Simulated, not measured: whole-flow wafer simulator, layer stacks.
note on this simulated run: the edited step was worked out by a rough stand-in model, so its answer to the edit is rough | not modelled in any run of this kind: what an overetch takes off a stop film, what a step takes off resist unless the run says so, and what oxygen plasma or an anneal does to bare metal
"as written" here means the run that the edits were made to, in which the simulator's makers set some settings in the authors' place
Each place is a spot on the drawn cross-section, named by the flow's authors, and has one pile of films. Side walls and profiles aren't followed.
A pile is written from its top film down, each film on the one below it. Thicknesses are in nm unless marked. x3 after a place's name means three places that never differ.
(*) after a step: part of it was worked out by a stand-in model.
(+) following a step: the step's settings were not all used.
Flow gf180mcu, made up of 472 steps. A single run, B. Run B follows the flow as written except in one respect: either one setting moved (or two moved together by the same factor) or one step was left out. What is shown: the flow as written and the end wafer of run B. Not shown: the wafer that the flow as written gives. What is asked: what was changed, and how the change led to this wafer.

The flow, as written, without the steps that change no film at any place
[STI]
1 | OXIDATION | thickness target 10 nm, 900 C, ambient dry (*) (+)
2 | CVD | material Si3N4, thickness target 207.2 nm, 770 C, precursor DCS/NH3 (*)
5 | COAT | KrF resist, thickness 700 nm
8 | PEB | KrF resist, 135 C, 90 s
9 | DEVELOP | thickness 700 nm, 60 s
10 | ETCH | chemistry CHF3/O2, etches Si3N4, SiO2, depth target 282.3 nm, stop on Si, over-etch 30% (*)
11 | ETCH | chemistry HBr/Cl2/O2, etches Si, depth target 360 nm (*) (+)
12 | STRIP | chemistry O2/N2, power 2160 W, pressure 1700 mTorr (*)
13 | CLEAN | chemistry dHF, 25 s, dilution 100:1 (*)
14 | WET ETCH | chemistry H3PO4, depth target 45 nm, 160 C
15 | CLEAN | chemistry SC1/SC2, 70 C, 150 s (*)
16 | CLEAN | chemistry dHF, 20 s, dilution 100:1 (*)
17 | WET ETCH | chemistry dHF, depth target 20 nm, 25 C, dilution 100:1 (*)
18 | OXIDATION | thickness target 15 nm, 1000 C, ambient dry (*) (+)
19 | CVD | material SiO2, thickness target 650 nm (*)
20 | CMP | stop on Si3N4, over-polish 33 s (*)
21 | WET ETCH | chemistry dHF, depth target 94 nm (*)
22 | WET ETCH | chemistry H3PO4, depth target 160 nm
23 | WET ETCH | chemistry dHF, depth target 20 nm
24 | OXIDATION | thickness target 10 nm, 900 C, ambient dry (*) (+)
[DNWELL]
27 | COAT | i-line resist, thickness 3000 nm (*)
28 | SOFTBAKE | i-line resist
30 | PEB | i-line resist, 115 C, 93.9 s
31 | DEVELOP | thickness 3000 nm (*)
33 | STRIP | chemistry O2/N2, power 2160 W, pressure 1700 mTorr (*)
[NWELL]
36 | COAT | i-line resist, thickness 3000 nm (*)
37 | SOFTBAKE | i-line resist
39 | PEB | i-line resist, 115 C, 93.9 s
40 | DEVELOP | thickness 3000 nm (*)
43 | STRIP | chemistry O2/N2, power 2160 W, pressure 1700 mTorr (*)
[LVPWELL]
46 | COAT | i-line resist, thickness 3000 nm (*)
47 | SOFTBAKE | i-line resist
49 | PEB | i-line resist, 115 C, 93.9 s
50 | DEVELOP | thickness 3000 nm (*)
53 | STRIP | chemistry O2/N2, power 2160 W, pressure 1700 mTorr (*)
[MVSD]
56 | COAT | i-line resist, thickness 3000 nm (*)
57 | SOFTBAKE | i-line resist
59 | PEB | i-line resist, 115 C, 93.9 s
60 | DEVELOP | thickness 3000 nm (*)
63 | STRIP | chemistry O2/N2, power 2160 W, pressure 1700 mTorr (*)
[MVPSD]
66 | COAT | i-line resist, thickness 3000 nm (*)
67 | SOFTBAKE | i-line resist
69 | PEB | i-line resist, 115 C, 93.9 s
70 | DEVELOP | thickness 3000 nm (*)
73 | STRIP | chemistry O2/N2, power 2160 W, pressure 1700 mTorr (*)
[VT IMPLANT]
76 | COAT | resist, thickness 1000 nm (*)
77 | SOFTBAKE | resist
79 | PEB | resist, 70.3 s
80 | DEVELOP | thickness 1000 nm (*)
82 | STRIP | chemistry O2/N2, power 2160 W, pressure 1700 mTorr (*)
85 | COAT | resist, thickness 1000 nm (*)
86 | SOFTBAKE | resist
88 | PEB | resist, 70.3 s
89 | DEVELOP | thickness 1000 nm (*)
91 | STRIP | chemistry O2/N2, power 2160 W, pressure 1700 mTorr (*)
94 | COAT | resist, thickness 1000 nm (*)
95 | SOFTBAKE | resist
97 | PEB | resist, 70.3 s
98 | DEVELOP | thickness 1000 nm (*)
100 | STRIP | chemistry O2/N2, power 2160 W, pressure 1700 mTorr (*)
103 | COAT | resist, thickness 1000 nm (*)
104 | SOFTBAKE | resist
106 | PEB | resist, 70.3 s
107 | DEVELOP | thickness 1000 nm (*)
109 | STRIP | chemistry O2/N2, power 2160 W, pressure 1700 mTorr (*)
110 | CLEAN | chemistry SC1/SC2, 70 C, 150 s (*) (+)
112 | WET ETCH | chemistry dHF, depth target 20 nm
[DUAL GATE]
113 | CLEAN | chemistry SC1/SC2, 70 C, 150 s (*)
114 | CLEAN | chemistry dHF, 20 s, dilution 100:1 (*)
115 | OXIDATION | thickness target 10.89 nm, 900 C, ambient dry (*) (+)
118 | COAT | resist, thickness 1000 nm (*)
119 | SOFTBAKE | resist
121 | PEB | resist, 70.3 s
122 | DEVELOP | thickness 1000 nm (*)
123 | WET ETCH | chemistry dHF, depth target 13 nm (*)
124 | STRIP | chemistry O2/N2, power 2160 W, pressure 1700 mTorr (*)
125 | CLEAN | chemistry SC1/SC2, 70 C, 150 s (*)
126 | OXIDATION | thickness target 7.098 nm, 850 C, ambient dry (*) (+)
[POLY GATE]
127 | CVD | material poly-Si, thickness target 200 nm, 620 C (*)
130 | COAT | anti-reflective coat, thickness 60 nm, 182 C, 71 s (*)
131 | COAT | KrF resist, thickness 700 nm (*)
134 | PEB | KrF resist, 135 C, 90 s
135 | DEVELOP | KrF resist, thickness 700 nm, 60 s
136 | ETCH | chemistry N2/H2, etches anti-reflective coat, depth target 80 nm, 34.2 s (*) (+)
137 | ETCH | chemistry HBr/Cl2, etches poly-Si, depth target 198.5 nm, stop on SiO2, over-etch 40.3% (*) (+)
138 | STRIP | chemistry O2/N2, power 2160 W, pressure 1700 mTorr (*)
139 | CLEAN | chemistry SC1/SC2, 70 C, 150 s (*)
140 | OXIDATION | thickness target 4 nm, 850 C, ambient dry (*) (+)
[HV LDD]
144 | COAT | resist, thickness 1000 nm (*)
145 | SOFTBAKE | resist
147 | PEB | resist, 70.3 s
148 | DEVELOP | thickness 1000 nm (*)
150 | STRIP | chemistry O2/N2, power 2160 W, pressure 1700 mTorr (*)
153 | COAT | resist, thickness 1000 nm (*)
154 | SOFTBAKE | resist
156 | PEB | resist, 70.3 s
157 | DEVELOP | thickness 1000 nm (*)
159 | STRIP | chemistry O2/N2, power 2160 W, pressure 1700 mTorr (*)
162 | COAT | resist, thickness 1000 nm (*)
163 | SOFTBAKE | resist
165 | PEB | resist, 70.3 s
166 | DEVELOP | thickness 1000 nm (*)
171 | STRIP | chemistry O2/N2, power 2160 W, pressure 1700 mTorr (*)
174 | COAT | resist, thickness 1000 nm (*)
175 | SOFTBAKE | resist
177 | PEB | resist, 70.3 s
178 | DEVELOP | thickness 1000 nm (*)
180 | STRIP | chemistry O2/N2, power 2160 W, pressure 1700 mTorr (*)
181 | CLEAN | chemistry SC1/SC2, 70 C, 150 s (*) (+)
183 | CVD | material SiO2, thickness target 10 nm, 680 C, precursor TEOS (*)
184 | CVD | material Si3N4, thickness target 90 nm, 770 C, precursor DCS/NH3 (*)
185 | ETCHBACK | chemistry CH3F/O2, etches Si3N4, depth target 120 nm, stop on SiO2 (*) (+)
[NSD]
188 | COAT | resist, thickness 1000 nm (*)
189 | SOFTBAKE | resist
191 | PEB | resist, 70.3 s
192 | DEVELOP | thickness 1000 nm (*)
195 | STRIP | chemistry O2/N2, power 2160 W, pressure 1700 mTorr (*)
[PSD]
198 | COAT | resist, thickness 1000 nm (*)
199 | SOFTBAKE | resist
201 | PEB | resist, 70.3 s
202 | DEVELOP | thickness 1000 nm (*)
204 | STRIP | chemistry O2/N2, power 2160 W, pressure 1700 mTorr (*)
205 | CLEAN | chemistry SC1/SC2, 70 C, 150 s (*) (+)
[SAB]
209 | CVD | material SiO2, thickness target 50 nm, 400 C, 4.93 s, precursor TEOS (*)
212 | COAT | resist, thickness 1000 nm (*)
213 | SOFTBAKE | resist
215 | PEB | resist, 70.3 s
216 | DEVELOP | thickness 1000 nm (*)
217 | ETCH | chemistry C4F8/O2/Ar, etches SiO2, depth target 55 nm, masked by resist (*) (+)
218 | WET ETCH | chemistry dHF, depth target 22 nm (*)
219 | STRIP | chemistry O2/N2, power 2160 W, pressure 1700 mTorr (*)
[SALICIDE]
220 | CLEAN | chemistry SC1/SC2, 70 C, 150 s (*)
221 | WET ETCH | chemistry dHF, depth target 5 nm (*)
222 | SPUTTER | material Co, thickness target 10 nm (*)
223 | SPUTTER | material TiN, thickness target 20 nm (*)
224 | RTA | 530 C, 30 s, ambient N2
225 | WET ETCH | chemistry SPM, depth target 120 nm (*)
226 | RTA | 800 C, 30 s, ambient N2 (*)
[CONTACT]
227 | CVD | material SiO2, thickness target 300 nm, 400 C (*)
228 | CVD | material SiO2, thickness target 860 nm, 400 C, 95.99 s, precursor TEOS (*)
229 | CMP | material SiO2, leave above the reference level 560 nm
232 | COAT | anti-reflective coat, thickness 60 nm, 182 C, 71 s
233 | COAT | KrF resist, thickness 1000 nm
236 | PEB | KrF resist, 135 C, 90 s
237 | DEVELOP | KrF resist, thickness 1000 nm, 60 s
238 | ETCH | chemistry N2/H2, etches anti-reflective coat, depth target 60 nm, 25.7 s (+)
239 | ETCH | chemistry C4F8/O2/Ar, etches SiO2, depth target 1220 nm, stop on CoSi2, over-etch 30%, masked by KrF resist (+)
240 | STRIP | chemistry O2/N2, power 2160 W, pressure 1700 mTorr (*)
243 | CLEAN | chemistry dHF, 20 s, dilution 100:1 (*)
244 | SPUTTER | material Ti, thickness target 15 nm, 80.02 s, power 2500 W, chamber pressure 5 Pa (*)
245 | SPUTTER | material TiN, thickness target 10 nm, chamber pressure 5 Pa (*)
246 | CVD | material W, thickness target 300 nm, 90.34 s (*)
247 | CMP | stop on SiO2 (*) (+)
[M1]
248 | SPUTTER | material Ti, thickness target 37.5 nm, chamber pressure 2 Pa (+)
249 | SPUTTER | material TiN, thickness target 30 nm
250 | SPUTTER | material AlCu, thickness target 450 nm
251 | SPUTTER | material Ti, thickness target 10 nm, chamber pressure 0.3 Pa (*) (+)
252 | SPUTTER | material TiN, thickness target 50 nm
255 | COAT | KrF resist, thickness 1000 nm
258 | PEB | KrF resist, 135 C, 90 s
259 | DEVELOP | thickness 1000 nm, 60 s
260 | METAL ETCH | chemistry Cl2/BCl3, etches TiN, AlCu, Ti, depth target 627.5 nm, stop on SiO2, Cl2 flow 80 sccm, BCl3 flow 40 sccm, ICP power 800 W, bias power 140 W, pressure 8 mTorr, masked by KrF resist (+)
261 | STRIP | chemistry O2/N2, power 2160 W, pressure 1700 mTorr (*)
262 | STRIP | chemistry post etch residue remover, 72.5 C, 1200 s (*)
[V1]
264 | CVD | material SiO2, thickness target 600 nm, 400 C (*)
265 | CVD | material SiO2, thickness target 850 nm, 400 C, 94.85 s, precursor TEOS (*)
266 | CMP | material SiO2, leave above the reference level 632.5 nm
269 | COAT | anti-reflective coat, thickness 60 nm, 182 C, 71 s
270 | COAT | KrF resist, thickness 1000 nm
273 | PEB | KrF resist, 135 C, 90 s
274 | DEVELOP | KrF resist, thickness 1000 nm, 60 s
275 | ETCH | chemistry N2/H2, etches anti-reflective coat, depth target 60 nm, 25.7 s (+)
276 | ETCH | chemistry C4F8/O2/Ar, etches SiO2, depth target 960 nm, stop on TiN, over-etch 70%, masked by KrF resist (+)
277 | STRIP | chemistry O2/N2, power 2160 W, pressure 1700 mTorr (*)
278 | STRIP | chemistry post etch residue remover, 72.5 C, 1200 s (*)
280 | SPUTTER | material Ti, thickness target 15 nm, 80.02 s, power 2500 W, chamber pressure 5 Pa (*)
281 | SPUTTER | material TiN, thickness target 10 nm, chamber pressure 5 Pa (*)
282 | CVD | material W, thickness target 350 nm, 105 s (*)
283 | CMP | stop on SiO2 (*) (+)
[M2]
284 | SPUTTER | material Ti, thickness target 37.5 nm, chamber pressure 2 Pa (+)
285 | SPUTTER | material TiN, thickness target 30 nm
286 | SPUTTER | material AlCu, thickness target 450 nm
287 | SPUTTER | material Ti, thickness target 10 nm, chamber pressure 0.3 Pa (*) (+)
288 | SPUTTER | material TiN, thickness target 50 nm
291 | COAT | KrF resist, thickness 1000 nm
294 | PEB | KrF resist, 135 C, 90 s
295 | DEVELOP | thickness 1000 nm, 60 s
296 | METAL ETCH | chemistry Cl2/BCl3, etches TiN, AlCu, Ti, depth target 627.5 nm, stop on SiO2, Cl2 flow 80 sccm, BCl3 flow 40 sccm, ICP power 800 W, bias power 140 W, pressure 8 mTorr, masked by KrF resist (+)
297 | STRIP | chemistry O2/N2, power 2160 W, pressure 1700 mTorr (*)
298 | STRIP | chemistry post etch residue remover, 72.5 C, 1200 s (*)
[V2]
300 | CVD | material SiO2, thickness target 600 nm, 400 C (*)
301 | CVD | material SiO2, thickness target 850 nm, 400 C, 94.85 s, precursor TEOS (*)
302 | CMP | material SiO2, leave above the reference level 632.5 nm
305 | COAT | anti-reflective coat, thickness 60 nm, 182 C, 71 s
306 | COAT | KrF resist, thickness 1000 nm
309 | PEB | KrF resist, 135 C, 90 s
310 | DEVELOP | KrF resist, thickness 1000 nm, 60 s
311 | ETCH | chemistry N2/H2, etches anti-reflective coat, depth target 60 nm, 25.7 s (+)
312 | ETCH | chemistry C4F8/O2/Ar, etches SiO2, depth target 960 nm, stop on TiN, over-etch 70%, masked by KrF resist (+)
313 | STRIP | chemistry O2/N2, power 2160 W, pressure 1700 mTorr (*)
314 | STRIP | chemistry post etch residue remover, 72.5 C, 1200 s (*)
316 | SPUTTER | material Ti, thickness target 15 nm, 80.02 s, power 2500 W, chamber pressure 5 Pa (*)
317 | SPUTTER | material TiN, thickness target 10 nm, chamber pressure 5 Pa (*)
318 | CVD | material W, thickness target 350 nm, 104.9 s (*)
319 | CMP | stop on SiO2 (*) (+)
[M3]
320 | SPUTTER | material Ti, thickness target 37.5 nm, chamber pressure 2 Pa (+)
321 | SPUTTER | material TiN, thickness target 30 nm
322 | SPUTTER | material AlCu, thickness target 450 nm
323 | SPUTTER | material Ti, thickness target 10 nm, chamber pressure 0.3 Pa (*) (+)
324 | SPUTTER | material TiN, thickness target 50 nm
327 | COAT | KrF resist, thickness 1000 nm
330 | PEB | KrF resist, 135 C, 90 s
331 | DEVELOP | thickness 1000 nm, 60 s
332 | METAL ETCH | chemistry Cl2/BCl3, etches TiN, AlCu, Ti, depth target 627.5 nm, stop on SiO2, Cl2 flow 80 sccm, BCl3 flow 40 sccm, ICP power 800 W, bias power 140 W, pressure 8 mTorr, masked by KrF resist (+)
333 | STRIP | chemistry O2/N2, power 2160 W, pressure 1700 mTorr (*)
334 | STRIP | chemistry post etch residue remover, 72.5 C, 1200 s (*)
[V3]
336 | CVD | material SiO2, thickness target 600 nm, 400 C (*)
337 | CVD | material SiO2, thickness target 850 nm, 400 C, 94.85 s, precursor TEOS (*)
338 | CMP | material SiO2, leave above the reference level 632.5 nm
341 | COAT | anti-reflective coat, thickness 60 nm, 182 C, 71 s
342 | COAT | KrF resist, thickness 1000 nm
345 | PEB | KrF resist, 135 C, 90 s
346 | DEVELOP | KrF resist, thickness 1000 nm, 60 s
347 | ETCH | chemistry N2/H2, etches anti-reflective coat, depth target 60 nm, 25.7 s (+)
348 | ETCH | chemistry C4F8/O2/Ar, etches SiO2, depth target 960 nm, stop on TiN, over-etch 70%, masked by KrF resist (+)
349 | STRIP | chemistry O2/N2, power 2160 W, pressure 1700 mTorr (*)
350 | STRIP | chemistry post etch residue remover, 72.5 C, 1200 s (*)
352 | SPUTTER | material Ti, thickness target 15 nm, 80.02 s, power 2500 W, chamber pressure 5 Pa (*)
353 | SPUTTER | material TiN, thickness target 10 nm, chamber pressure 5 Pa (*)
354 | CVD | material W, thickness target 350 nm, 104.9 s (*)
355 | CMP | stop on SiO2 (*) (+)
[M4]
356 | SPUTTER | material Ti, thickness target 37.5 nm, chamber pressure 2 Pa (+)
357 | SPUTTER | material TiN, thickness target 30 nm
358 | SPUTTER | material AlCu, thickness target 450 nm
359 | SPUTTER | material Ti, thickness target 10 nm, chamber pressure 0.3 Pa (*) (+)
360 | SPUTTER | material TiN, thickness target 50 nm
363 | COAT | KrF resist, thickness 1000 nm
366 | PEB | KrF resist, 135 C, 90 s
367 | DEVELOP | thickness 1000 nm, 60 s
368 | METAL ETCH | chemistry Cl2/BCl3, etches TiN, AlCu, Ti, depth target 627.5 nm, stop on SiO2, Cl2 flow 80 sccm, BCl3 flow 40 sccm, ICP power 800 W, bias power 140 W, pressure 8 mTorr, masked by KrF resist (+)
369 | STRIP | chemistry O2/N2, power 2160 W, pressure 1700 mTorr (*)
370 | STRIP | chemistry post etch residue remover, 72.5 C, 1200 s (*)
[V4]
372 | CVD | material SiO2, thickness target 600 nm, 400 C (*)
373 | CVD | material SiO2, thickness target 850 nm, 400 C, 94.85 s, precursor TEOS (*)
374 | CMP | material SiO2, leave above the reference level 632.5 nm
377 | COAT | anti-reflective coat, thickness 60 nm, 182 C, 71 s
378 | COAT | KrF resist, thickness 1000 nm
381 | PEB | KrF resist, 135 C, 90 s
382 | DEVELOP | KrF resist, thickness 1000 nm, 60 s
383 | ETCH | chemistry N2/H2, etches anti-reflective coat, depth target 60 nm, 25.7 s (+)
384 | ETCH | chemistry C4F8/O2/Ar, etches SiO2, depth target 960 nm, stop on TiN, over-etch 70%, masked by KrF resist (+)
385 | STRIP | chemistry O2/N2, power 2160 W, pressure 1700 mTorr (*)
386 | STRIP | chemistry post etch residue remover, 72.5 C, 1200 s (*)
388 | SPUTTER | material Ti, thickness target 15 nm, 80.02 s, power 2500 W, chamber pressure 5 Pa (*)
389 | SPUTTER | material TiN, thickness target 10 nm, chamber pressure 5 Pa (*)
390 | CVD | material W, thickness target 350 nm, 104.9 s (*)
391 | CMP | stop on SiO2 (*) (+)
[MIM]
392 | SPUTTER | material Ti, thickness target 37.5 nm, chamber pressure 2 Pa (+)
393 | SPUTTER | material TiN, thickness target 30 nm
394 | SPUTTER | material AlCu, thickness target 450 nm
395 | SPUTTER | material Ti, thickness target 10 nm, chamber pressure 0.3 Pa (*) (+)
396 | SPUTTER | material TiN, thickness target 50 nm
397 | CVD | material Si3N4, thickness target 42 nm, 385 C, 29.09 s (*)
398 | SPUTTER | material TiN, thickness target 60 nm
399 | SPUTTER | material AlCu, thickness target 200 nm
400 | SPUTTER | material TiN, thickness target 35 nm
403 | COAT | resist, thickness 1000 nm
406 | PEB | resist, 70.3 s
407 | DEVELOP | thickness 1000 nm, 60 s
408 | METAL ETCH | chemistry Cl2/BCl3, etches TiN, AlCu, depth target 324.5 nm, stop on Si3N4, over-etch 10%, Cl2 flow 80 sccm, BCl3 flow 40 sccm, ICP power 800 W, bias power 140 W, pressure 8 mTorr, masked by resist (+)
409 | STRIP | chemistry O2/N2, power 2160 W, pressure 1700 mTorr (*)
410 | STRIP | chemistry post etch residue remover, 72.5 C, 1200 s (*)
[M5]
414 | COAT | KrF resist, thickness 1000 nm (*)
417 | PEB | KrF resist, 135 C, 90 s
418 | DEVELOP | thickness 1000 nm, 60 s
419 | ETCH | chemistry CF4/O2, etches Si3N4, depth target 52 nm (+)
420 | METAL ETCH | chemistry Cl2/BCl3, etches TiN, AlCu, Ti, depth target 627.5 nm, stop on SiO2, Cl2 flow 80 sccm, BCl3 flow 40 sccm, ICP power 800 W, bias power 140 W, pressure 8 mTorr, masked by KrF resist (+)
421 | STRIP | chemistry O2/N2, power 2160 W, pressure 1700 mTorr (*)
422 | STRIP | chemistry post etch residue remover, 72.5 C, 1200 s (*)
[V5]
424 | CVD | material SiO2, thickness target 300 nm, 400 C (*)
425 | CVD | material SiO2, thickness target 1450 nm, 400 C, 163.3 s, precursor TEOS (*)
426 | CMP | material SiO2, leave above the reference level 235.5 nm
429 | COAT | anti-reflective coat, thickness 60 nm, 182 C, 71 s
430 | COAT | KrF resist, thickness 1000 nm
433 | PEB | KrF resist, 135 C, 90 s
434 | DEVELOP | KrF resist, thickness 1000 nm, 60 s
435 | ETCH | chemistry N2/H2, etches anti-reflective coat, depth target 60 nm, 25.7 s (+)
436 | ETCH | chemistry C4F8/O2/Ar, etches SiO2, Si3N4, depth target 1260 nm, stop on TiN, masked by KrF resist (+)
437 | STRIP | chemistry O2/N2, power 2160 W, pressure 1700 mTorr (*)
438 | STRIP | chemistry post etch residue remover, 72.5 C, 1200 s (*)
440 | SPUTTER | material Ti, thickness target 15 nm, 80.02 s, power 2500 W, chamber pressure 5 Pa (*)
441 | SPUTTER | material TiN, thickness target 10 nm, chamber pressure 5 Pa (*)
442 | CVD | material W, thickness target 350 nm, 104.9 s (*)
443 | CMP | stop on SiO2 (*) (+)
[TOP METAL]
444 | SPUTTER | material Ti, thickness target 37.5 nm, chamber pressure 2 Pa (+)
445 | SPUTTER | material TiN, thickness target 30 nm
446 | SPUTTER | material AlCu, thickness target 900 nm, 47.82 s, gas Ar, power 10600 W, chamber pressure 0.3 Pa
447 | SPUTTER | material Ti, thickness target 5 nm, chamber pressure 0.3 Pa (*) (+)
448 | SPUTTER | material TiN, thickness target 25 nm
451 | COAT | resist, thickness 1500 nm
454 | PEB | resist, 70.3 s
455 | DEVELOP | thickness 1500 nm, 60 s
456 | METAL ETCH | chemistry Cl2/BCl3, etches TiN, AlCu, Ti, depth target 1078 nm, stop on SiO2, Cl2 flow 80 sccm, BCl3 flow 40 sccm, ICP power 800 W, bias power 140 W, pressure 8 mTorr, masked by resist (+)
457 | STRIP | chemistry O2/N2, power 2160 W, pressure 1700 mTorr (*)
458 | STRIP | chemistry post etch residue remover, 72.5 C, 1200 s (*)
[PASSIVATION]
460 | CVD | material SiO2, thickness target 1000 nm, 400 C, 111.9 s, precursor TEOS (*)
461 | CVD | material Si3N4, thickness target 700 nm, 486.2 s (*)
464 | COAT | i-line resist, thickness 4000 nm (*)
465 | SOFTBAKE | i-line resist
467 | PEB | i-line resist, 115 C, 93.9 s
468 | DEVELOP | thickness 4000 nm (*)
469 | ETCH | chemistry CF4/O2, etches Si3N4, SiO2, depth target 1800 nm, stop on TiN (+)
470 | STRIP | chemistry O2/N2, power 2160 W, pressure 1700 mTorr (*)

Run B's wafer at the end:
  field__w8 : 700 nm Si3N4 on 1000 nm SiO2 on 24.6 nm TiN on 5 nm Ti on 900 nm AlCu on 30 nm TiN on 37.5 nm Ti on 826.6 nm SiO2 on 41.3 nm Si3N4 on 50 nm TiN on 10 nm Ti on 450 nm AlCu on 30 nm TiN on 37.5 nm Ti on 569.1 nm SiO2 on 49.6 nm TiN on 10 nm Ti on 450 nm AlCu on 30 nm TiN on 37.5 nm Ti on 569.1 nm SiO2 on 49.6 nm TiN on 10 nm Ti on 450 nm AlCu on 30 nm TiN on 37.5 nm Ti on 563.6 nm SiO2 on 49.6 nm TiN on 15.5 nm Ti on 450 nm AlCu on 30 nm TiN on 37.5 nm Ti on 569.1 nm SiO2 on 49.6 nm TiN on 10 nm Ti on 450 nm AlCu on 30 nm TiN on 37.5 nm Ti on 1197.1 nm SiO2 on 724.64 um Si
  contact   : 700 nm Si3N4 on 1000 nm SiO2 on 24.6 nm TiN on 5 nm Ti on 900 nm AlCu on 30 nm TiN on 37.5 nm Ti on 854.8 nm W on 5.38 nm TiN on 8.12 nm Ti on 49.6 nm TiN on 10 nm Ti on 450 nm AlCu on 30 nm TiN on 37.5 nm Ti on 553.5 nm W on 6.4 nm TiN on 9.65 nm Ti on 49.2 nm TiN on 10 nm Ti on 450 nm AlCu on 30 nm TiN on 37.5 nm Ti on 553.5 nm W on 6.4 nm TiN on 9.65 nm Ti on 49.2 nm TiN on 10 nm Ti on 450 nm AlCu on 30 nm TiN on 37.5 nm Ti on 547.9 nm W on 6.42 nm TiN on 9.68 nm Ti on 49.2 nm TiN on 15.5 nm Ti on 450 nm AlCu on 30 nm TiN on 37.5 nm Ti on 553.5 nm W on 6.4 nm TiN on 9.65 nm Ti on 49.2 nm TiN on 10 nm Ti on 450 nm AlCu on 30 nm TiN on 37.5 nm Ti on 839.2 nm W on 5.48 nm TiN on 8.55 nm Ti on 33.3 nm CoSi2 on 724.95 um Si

Cause: step 287, SPUTTER: thickness target 15.5 nm was run, while the flow as written has thickness target 10 nm.
One can read it off the wafer: field__w8 has Ti 15.5, and step 287 as written asks for 10 nm.

The path from the change to this, step by step:
  287 | SPUTTER | material Ti, thickness target 10 nm, chamber pressure 0.3 Pa (*) (+)
      field, field__w1, field__w2 and 108 more: +15.5 Ti (new film) (as written it would have been: +10 Ti (new film))
  296 | METAL ETCH | chemistry Cl2/BCl3, etches TiN, AlCu, Ti, depth target 627.5 nm, stop on SiO2, Cl2 flow 80 sccm, BCl3 flow 40 sccm, ICP power 800 W, bias power 140 W, pressure 8 mTorr, masked by KrF resist (+)
      field, field__w1, field__w2 and 103 more: -50 TiN (all of it), -15.5 Ti (all of it), -450 AlCu (all of it), -30 TiN (all of it), -37.5 Ti (all of it) (as written it would have been: -50 TiN (all of it), -10 Ti (all of it), -450 AlCu (all of it), -30 TiN (all of it), -37.5 Ti (all of it))
